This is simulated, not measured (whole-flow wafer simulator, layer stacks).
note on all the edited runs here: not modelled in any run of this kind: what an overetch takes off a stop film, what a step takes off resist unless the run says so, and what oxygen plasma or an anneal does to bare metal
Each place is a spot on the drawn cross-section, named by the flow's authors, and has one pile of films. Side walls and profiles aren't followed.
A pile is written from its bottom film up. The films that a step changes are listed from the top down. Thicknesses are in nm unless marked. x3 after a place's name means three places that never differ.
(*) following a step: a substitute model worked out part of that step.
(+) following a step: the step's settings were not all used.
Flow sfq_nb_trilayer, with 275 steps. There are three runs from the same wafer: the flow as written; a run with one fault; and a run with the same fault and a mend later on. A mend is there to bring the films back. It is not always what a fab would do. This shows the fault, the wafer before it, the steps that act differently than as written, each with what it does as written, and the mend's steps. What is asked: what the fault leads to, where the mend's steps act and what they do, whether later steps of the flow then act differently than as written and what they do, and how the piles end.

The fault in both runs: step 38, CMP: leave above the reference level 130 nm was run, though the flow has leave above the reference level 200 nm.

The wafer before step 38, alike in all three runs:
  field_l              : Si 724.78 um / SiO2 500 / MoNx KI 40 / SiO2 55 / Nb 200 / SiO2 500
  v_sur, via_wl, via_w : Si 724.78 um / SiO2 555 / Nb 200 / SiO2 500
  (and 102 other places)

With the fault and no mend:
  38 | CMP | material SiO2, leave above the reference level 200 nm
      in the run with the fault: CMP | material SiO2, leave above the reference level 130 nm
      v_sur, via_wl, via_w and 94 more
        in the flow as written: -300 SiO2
        in the run with the fault: -370 SiO2
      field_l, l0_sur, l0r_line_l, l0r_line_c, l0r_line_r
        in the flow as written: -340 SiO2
        in the run with the fault: -410 SiO2
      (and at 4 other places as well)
  Steps further on in the flow that do not act as written (not shown: 3 more steps that differ only slightly, by at most 2% or 0.5 nm, whichever is larger):
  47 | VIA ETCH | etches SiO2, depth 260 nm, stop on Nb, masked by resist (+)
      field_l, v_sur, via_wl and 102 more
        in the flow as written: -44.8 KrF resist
        in the run with the fault: -33.6 KrF resist
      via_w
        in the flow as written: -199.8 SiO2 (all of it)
        in the run with the fault: -129.8 SiO2 (all of it)
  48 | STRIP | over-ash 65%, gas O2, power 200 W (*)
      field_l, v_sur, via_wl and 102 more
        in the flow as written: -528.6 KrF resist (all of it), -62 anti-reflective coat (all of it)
        in the run with the fault: -539.9 KrF resist (all of it), -62 anti-reflective coat (all of it)
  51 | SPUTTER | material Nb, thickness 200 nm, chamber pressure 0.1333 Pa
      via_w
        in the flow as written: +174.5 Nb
        in the run with the fault: +188.6 Nb
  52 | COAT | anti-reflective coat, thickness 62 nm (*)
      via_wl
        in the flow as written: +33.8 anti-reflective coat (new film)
        in the run with the fault: +37.1 anti-reflective coat (new film)
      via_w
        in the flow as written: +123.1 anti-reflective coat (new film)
        in the run with the fault: +107.4 anti-reflective coat (new film)
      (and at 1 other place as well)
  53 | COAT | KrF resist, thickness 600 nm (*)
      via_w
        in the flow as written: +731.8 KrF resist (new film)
        in the run with the fault: +674.7 KrF resist (new film)
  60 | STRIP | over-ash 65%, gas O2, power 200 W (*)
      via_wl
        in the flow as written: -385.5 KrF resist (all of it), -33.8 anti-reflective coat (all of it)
        in the run with the fault: -391 KrF resist (all of it), -37.1 anti-reflective coat (all of it)
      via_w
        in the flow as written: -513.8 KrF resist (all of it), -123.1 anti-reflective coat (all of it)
        in the run with the fault: -456.9 KrF resist (all of it), -107.4 anti-reflective coat (all of it)
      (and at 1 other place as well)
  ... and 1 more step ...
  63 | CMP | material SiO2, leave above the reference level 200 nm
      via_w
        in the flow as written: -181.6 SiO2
        in the run with the fault: -159.7 SiO2
  The piles end different from the flow's at field_l, v_sur, via_wl and 103 more by more than 2% or 0.5 nm, whichever is larger.
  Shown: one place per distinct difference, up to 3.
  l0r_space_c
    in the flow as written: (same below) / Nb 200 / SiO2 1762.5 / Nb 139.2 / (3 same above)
    in the run with the fault: (same below) / Nb 200 / SiO2 1692.5 / Nb 139.2 / (3 same above)
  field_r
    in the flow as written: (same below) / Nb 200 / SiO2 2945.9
    in the run with the fault: (same below) / Nb 200 / SiO2 2875.9
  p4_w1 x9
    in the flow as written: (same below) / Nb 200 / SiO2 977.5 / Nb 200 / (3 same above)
    in the run with the fault: (same below) / Nb 200 / SiO2 907.5 / Nb 200 / (3 same above)

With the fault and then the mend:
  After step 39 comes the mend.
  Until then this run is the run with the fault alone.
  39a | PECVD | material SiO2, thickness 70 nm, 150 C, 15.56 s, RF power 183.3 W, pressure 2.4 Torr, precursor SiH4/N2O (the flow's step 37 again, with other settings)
      field_l, v_sur, via_wl and 103 more
        +70 SiO2
  None of the later steps of the flow acts differently than as written at any place that is followed.
  By the end, the piles equal the flow's at every place that both follow.
